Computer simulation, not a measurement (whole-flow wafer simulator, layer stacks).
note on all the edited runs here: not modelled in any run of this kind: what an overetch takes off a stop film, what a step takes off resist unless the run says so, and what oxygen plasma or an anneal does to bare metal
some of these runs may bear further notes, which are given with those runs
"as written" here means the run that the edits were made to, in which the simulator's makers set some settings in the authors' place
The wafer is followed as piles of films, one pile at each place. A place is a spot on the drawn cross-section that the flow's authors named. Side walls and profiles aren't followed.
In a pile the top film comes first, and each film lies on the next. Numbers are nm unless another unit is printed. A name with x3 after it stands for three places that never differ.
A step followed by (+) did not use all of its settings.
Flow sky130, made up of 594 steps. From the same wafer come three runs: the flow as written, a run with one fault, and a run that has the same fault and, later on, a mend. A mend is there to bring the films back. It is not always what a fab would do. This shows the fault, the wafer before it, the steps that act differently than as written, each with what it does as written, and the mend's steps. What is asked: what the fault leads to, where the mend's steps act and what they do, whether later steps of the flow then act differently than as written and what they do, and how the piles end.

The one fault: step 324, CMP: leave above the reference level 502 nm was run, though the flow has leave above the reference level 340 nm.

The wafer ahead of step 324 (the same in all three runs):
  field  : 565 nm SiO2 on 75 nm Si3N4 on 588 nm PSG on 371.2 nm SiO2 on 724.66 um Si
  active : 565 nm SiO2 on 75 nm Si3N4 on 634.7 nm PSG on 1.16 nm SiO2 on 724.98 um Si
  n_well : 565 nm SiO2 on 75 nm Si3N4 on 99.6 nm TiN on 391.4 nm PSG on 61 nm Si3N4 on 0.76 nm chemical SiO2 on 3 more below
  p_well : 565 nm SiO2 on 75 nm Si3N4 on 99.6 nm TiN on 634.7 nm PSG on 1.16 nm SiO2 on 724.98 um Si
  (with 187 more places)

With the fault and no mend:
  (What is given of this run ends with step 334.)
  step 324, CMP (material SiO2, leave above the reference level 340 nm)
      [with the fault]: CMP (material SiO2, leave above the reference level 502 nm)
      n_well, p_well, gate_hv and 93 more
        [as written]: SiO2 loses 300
        [with the fault]: SiO2 loses 138
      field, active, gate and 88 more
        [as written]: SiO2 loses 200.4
        [with the fault]: SiO2 loses 38.4
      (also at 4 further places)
  Steps further on in the flow that do not act as written:
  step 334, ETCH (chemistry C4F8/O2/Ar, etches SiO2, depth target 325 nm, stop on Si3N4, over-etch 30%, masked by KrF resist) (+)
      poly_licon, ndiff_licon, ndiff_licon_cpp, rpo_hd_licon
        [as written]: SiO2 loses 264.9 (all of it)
        [with the fault]: SiO2 loses 325
  After step 334, at field, active, n_well and 188 more, the piles differ from the flow's by more than 2% or 0.5 nm, whichever is larger.
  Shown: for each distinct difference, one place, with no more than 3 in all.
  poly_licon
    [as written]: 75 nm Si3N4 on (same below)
    [with the fault]: 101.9 nm SiO2 on 75 nm Si3N4 on (same below)
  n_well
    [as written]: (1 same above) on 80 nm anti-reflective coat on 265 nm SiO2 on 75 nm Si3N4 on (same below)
    [with the fault]: (1 same above) on 80 nm anti-reflective coat on 427 nm SiO2 on 75 nm Si3N4 on (same below)
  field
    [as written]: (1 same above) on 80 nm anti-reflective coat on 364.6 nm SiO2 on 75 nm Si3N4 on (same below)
    [with the fault]: (1 same above) on 80 nm anti-reflective coat on 526.6 nm SiO2 on 75 nm Si3N4 on (same below)

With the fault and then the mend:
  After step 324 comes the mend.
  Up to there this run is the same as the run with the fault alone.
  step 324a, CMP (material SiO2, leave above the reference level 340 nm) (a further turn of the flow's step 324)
      field, active, n_well and 188 more
        SiO2 loses 162
  None of the later steps of the flow acts differently than as written at any place that is followed.
  The piles end the same as the flow's at every place that both follow.
